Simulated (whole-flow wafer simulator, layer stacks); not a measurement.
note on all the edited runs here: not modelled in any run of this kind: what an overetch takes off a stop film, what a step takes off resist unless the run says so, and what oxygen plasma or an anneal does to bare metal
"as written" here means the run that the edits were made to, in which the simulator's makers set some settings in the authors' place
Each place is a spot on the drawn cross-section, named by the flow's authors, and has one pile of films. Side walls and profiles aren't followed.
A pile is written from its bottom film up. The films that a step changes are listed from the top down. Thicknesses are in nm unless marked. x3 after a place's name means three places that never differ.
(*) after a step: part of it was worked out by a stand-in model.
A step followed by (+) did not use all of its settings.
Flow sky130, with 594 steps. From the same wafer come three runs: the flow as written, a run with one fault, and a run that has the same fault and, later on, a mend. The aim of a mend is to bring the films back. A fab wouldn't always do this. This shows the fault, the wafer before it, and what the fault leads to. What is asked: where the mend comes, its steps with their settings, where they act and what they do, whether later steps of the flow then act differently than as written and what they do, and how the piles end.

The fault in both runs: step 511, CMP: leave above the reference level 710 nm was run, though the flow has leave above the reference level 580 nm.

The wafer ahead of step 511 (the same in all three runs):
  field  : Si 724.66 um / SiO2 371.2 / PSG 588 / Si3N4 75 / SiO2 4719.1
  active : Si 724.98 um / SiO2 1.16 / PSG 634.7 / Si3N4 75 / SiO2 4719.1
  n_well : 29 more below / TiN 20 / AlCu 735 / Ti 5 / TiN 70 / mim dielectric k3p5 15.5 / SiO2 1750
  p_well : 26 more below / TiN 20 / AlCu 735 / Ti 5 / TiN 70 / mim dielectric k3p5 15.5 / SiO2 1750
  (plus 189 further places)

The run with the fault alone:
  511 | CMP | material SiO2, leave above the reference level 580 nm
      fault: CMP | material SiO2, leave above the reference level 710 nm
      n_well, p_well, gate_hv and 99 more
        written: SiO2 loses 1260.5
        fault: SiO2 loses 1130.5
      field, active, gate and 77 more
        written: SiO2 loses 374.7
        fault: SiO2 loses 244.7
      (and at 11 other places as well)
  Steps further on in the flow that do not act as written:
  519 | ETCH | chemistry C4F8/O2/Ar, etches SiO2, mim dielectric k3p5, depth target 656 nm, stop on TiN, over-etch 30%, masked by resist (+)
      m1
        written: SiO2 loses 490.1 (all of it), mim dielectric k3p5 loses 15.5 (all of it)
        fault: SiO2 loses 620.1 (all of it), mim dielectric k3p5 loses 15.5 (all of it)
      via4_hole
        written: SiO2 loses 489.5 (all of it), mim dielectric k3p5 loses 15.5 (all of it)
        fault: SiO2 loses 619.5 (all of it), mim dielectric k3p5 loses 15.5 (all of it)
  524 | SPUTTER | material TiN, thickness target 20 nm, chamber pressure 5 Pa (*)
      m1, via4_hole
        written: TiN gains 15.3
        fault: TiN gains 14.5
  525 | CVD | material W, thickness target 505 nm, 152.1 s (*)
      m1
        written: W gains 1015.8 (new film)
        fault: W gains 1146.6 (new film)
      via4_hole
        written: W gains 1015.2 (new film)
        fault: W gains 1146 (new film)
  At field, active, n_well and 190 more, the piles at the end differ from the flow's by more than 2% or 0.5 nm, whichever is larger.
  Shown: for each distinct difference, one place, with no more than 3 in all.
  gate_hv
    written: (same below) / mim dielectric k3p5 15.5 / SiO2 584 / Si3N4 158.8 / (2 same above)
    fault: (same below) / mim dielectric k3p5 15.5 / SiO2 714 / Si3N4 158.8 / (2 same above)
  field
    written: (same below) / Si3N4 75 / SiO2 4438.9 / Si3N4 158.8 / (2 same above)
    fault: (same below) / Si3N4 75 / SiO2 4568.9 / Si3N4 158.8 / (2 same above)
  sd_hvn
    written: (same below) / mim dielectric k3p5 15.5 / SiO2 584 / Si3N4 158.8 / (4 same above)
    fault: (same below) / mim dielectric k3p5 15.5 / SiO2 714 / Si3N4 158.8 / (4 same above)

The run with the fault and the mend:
  The mend follows step 518.
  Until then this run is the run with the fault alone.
  518a | STRIP | chemistry O2/N2, power 2160 W, pressure 1700 mTorr (*)
      field, active, n_well and 188 more
        resist loses 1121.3 (all of it)
  518b | CMP | material SiO2, leave above the reference level 580 nm (a further turn of the flow's step 511)
      field, active, n_well and 190 more
        SiO2 loses 130
  518c | HMDS | 120 C, 60 s (a further turn of the flow's step 513)
      leaves every film unchanged at each place that is followed
  518d | COAT | resist, thickness 1140 nm (a further turn of the flow's step 514)
      field, active, n_well and 190 more
        resist gains 1140 (new film)
  518e | SOFTBAKE | resist (a further turn of the flow's step 515)
      leaves every film unchanged at each place that is followed
  518f | EXPOSE | photomask VIM4, dose 133.8 mJ/cm2, NA 0.6, wavelength 365 nm (*) (a further turn of the flow's step 516)
      leaves every film unchanged at each place that is followed
  518g | PEB | resist, 70.3 s (a further turn of the flow's step 517)
      field, active, n_well and 190 more
        resist loses 18.7
  518h | DEVELOP | resist, thickness 1140 nm, developer TMAH-0.26N, 60 s (a further turn of the flow's step 518)
      m1, via4_hole
        resist loses 1121.3 (all of it)
  None of the later steps of the flow acts differently than as written at any place that is followed.
  The piles end the same as the flow's at every place that both follow.
